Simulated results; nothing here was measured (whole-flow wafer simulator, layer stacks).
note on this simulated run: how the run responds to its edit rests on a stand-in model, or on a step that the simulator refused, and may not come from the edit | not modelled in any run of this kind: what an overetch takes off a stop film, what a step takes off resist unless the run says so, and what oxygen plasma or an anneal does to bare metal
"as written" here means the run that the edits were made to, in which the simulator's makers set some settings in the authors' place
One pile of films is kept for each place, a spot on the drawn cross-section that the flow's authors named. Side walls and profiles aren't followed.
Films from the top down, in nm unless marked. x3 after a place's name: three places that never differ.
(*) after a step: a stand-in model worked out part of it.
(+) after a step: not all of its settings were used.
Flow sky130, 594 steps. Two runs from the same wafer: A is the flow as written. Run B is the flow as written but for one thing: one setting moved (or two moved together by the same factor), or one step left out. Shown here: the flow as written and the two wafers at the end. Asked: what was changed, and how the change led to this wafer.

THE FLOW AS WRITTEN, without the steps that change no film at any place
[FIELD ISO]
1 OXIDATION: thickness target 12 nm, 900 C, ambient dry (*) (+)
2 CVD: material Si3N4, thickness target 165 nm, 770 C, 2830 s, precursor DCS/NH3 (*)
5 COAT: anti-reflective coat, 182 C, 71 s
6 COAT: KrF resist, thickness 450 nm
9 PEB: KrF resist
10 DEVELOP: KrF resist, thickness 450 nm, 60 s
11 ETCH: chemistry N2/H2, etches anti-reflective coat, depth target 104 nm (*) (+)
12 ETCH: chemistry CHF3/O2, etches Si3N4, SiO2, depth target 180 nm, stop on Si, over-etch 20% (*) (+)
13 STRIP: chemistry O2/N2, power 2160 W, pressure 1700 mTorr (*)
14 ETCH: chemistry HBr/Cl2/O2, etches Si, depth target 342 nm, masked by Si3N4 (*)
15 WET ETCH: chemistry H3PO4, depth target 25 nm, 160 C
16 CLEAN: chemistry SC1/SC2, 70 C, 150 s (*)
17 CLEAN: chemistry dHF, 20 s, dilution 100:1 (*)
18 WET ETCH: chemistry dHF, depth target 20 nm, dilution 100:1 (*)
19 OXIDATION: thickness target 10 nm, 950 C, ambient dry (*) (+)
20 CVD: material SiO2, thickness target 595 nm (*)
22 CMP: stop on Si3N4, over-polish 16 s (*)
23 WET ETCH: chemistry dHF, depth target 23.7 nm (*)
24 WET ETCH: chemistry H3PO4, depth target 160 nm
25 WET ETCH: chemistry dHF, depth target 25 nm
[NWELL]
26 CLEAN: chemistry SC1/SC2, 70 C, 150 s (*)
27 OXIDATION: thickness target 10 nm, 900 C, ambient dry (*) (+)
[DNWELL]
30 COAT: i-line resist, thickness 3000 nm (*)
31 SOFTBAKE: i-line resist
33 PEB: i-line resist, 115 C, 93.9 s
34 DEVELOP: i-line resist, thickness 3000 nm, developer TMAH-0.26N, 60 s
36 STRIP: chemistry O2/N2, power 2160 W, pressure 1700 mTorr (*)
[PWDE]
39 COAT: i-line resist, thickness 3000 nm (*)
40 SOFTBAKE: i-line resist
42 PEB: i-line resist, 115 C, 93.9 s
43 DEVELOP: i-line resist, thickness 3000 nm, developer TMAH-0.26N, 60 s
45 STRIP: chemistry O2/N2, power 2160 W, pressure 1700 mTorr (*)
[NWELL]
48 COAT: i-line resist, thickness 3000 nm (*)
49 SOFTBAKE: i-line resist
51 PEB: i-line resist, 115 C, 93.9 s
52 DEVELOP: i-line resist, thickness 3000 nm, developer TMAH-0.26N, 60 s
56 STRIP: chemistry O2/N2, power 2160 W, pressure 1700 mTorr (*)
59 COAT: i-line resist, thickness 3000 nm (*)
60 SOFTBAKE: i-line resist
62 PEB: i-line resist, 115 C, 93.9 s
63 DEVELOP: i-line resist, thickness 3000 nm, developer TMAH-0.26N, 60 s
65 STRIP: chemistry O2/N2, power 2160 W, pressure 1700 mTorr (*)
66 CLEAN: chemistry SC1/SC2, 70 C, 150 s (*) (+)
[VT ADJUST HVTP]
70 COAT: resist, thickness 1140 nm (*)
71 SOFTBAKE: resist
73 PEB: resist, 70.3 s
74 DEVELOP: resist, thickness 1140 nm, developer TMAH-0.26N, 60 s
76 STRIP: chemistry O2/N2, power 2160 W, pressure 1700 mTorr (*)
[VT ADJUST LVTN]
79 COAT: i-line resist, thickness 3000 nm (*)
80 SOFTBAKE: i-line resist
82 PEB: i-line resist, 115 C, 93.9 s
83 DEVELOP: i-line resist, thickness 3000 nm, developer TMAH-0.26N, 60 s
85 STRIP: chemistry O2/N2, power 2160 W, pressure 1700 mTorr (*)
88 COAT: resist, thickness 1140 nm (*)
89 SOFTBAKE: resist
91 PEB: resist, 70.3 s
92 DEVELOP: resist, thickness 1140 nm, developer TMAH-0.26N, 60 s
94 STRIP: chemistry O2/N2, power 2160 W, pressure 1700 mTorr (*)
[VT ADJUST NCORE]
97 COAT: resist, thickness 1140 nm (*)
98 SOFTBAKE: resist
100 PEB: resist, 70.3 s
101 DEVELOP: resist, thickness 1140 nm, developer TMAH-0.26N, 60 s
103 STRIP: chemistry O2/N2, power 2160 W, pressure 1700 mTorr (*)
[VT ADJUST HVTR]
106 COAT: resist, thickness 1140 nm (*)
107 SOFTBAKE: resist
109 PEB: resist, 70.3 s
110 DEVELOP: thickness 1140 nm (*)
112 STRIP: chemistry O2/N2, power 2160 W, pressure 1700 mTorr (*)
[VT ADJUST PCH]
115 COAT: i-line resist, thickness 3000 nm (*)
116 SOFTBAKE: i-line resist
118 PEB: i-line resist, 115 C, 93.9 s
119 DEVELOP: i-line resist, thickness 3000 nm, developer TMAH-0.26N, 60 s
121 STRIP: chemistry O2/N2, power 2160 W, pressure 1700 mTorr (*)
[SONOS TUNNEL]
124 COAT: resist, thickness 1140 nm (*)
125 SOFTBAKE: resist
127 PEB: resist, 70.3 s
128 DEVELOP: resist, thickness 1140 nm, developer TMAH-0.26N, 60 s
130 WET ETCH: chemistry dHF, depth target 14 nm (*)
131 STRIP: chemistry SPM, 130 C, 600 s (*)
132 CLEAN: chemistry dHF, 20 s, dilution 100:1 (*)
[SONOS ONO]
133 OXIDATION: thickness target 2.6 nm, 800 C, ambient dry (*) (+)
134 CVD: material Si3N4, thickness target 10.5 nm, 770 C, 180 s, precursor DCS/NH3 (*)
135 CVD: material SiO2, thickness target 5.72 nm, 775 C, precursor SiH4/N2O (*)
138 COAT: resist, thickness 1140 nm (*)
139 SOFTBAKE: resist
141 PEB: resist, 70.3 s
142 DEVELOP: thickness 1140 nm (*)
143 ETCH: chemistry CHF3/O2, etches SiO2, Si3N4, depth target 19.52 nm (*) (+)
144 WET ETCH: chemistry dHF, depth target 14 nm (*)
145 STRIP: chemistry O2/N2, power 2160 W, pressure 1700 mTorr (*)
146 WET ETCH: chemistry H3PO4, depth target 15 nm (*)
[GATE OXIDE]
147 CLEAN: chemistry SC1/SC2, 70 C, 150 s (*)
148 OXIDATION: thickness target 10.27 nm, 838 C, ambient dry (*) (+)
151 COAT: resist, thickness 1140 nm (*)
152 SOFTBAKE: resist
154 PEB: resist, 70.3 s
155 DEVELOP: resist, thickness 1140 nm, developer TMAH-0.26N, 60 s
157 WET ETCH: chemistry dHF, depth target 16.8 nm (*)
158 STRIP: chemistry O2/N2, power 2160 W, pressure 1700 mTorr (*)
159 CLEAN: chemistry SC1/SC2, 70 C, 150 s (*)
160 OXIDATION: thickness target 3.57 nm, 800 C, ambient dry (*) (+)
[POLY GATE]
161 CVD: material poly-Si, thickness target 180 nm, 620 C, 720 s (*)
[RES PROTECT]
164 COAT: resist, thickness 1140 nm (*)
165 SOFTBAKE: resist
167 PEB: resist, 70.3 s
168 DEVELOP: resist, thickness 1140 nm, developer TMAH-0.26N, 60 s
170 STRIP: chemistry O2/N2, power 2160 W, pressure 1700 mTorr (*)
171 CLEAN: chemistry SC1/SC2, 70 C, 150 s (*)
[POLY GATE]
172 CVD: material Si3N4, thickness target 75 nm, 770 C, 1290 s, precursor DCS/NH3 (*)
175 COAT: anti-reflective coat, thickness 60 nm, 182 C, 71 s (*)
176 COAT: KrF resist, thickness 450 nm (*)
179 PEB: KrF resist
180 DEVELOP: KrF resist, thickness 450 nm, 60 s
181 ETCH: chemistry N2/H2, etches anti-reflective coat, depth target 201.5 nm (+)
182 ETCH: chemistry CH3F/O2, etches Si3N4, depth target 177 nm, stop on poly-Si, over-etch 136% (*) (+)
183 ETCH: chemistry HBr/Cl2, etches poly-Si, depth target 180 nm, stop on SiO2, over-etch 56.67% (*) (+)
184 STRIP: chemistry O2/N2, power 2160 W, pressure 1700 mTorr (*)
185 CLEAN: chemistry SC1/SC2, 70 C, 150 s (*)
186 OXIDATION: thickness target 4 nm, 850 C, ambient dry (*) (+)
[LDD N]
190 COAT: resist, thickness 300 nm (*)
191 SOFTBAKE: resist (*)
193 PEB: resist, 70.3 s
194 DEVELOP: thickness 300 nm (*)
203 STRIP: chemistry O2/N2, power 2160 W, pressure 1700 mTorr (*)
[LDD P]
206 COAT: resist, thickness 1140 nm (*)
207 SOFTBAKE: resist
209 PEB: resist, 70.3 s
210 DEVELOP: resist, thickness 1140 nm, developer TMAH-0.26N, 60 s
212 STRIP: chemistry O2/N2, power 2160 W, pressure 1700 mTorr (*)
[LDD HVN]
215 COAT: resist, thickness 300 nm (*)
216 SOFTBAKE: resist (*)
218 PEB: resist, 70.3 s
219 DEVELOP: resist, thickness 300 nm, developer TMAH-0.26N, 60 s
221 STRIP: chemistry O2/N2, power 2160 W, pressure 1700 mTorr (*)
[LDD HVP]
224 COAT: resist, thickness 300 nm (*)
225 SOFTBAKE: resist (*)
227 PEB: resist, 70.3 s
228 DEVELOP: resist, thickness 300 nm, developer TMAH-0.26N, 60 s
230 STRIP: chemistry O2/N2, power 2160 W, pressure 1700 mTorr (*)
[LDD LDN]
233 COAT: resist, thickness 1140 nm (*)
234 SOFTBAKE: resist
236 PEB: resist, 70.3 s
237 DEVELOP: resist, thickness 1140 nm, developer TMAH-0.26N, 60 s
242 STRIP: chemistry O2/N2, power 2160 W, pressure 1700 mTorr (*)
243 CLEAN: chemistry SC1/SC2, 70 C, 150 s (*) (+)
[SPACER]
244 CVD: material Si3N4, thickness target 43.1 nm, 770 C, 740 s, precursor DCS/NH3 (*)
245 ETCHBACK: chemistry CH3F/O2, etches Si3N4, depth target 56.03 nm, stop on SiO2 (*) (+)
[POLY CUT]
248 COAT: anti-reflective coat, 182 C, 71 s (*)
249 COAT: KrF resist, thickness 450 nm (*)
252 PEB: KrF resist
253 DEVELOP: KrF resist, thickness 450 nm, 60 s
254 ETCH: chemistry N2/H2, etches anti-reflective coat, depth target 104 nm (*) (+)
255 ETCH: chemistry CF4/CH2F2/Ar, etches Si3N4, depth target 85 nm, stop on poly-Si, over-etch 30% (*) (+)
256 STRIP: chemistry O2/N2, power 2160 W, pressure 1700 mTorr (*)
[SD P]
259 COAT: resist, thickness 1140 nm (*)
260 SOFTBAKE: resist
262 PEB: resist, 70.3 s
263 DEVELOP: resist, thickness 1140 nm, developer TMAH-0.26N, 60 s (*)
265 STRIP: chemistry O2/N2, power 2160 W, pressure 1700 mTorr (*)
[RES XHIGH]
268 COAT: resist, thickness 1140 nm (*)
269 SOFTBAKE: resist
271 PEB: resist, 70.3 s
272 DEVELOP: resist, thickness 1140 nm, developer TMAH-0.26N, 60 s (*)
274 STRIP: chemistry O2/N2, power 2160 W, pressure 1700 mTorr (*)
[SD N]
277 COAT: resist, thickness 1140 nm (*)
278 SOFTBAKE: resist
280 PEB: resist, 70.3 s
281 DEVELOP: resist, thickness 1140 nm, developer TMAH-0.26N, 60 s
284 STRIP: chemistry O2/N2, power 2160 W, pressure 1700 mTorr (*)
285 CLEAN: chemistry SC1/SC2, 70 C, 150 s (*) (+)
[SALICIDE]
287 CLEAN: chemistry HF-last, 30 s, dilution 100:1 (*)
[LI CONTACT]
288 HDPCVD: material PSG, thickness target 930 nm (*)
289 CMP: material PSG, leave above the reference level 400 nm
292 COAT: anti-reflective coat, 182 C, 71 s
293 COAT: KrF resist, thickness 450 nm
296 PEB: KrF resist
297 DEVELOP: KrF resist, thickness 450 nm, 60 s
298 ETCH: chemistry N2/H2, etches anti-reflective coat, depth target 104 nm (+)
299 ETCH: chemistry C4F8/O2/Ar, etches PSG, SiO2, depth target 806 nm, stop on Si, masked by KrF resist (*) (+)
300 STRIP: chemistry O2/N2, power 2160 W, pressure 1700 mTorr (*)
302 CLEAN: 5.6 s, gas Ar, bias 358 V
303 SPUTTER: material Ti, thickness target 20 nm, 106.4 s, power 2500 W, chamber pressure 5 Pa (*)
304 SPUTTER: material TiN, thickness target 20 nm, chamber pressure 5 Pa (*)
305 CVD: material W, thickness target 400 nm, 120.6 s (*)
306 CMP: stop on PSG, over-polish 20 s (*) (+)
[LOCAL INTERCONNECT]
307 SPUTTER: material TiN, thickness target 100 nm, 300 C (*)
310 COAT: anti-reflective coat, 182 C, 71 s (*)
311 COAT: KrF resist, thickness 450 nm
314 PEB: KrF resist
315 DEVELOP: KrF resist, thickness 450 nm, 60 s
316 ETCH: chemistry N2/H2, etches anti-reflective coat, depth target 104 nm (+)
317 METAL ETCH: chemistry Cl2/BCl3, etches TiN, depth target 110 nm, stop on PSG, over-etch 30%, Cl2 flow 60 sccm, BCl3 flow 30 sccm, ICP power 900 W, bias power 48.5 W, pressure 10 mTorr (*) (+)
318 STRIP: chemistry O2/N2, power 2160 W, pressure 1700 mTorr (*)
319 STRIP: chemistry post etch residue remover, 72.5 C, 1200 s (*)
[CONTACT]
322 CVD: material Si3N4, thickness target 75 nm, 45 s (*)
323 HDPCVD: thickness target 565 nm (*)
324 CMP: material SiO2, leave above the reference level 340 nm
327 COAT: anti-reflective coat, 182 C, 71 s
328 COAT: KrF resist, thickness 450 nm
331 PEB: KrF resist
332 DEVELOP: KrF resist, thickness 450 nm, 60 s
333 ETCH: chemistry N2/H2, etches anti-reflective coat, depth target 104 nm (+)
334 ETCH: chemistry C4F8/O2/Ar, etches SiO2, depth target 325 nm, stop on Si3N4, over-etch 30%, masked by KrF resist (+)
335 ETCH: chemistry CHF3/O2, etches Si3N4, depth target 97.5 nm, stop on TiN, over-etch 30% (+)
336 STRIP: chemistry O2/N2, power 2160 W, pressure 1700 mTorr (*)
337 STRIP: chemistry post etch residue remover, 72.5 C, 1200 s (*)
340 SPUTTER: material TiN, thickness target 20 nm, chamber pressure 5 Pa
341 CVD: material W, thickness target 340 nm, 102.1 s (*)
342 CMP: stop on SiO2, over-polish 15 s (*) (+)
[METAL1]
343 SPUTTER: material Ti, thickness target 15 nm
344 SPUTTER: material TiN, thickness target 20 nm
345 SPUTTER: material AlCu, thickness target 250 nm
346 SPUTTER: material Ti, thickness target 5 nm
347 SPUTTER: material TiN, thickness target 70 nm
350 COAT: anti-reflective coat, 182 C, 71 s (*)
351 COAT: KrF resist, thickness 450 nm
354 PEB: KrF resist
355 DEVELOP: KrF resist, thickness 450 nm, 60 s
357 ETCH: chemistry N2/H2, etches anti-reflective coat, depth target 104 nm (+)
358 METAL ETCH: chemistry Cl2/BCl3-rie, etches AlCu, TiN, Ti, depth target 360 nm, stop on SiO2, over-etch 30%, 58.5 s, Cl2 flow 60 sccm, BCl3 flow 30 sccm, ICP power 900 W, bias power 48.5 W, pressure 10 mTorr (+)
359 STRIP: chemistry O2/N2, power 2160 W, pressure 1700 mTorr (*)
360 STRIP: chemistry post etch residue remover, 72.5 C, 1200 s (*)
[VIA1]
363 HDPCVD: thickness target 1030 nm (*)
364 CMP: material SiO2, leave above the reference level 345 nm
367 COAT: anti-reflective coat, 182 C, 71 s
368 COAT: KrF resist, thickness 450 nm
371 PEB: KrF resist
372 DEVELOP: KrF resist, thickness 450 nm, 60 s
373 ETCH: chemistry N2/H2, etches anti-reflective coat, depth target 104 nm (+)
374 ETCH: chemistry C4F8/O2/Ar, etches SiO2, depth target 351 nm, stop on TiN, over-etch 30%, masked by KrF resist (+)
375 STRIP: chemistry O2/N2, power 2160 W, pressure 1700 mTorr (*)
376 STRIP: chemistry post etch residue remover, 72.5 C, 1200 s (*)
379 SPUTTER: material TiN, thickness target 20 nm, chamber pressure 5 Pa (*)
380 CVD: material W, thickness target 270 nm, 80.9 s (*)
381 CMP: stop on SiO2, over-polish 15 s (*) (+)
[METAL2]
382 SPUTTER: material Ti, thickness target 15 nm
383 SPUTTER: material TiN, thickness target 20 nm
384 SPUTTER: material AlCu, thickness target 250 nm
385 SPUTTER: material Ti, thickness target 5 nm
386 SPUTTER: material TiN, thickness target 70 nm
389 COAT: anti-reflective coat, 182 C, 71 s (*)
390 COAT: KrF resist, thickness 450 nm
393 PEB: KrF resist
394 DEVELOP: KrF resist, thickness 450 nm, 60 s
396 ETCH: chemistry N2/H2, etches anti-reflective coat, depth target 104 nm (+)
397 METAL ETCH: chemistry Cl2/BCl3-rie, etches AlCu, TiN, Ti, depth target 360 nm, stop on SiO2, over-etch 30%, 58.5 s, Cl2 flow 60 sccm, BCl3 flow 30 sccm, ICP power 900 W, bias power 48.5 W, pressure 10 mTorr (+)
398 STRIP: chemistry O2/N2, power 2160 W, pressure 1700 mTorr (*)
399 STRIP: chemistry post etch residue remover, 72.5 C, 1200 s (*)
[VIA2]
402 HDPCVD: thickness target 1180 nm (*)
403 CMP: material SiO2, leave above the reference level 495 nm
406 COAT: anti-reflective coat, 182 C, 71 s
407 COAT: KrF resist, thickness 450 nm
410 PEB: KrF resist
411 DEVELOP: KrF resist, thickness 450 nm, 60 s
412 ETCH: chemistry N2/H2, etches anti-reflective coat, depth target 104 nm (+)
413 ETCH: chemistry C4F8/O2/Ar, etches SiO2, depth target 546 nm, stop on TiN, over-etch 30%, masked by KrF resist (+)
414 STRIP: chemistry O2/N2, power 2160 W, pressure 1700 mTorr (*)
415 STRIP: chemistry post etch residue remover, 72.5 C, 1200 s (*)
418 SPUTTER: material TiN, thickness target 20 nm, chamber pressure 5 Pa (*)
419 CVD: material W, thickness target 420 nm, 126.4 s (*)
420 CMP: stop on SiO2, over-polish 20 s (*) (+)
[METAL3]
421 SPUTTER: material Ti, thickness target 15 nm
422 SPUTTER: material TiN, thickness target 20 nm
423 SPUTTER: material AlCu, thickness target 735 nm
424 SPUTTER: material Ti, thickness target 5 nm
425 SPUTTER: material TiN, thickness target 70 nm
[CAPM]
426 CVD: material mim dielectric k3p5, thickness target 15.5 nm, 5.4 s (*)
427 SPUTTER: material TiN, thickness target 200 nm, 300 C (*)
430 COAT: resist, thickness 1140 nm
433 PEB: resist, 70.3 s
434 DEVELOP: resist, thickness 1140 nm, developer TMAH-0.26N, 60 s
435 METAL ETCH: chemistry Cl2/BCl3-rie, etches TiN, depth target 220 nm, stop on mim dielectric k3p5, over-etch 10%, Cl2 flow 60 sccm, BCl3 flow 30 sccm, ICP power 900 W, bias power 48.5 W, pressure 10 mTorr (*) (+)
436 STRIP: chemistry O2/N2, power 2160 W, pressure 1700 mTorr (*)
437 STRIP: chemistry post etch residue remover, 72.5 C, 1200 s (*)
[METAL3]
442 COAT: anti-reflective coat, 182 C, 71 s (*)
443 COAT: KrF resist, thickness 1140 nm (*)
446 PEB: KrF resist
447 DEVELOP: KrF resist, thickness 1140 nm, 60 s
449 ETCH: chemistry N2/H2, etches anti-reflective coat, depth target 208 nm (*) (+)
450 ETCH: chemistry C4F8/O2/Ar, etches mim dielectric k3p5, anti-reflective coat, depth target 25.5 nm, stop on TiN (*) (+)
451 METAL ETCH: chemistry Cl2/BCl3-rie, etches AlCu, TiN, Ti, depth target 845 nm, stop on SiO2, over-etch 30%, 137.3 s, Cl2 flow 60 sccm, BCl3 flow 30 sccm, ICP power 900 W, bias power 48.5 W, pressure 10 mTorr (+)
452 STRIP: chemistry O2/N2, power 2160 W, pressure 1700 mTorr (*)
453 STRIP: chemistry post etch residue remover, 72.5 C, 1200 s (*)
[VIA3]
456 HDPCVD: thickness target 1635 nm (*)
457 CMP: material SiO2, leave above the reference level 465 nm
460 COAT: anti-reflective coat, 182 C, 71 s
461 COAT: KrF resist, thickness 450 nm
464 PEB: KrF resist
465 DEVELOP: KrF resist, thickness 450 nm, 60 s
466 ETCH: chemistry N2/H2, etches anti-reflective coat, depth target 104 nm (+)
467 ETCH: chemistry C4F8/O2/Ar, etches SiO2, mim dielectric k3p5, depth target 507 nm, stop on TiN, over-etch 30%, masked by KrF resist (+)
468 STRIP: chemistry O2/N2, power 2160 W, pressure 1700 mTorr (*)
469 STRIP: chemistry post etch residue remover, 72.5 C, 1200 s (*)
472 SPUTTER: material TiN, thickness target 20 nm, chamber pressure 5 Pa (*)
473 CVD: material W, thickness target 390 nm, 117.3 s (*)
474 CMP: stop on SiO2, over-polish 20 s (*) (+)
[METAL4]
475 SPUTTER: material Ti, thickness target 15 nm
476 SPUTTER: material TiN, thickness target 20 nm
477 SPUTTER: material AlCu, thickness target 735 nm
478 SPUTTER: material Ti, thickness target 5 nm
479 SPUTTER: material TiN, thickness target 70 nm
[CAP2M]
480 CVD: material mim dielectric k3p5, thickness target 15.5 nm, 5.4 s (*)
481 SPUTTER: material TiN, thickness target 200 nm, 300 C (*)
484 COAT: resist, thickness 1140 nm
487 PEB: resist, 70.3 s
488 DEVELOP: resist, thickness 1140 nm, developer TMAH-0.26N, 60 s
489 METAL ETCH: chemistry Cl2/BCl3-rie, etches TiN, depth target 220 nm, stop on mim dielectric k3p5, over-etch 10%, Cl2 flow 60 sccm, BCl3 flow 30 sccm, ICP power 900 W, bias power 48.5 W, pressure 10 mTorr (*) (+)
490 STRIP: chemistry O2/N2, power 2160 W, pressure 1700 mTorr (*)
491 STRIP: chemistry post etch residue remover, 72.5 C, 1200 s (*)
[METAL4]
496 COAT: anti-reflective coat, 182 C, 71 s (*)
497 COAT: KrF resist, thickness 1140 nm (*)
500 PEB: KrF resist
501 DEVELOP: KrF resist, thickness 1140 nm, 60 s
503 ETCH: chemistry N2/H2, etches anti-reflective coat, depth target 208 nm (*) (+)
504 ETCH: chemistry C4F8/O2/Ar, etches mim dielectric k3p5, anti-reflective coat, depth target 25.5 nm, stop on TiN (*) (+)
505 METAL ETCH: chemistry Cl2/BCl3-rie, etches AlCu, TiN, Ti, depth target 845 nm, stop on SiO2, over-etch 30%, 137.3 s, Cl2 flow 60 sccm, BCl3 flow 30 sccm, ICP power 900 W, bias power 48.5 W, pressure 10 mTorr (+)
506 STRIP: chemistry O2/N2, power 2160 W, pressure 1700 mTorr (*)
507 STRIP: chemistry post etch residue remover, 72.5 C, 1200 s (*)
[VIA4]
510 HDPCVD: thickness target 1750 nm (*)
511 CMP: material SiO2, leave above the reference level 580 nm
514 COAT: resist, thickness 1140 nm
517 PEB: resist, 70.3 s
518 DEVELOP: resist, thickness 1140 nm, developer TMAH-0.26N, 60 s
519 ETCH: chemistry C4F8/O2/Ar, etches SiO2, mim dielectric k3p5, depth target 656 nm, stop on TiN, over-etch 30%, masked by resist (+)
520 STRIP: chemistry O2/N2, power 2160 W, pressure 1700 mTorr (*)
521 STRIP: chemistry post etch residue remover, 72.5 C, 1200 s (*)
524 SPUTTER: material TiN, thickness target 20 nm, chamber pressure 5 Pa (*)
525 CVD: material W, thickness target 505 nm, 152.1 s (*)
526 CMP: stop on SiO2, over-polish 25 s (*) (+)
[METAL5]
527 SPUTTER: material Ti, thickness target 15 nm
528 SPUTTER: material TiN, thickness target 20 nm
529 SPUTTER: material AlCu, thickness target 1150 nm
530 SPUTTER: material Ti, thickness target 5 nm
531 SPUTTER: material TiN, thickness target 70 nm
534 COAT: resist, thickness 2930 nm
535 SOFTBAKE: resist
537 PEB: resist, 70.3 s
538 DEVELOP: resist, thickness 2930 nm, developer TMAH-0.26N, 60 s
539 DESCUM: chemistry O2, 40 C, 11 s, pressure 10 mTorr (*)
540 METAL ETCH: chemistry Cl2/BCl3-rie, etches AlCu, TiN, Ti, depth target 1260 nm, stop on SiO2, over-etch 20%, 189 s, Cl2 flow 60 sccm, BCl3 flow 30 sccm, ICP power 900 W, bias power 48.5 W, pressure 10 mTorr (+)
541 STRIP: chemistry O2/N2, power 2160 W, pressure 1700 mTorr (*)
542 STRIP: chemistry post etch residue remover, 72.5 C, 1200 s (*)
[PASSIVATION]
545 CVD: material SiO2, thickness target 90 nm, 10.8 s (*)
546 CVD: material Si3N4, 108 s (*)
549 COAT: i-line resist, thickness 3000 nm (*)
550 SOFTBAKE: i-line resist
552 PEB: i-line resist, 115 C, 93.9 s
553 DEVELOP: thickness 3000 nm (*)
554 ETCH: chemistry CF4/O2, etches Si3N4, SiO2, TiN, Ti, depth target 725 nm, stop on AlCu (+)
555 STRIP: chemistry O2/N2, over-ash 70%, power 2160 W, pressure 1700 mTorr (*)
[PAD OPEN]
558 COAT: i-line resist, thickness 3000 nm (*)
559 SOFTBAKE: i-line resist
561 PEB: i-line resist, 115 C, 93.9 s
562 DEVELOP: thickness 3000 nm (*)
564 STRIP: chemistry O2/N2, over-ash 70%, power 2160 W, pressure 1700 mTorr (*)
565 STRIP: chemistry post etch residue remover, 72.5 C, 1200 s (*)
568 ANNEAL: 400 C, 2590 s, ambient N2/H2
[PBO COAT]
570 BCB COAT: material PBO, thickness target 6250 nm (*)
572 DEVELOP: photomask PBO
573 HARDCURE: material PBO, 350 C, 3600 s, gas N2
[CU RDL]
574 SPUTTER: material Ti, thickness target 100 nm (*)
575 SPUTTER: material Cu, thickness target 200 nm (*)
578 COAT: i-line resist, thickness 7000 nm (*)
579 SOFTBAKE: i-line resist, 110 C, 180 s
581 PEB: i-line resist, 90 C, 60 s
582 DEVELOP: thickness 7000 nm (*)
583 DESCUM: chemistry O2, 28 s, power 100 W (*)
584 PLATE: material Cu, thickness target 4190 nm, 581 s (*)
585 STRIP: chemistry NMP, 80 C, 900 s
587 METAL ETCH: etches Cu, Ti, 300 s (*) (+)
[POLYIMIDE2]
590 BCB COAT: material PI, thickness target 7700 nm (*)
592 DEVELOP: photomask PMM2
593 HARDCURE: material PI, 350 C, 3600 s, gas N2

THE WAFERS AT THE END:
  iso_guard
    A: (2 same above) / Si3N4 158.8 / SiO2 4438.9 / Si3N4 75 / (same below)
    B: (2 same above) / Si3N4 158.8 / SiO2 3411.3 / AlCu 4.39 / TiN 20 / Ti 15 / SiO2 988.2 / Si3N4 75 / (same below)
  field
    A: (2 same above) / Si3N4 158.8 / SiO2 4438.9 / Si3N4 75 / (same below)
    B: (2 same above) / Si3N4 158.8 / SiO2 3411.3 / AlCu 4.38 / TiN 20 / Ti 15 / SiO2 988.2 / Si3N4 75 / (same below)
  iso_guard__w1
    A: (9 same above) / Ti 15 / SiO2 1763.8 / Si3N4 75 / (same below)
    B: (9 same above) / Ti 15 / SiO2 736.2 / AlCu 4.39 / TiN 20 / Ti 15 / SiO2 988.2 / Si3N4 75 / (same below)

The cause: step 397, METAL ETCH: depth target 241.2 nm was run, where the flow has depth target 360 nm; step 397, METAL ETCH: 39.2 s was run, where the flow has 58.5 s.

How the change led to this, step by step:
  397 METAL ETCH: chemistry Cl2/BCl3-rie, etches AlCu, TiN, Ti, depth target 360 nm, stop on SiO2, over-etch 30%, 58.5 s, Cl2 flow 60 sccm, BCl3 flow 30 sccm, ICP power 900 W, bias power 48.5 W, pressure 10 mTorr (+)
      field, active, gate and 82 more: A TiN -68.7 (all of it), Ti -5 (all of it), AlCu -250 (all of it), TiN -20 (all of it), Ti -15 (all of it), SiO2 -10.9 | B TiN -68.7 (all of it), Ti -5 (all of it), AlCu -239.9
      n_well, p_well, gate_hv and 103 more: A KrF resist -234 | B KrF resist -156.8
  398 STRIP: chemistry O2/N2, power 2160 W, pressure 1700 mTorr (*)
      n_well, p_well, gate_hv and 99 more: A KrF resist -143.8 (all of it), anti-reflective coat -80 (all of it) | B KrF resist -221 (all of it), anti-reflective coat -80 (all of it)
      m1, via1_hole: A KrF resist -143.9 (all of it), anti-reflective coat -80.4 (all of it) | B KrF resist -221.1 (all of it), anti-reflective coat -80.4 (all of it)
      (and at 2 more places)
  399 STRIP: chemistry post etch residue remover, 72.5 C, 1200 s (*)
      field, active, gate and 82 more: A nothing | B AlCu -5.72
  402 HDPCVD: thickness target 1180 nm (*)
      field, active, gate and 82 more: A SiO2 +1180 | B SiO2 +1180 (new film)
  403 CMP: material SiO2, leave above the reference level 495 nm
      field, active, gate and 82 more: A SiO2 -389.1 | B SiO2 -439.4
Counting metal films that touch as one body, iso_guard has 1 body; the flow as written gives 0 bodies.
Counting metal films that touch as one body, field has 1 body; the flow as written gives 0 bodies.
Counting metal films that touch as one body, iso_guard__w1 has 2 bodies (between them, from the top down: SiO2 736.2); the flow as written gives 1 body.
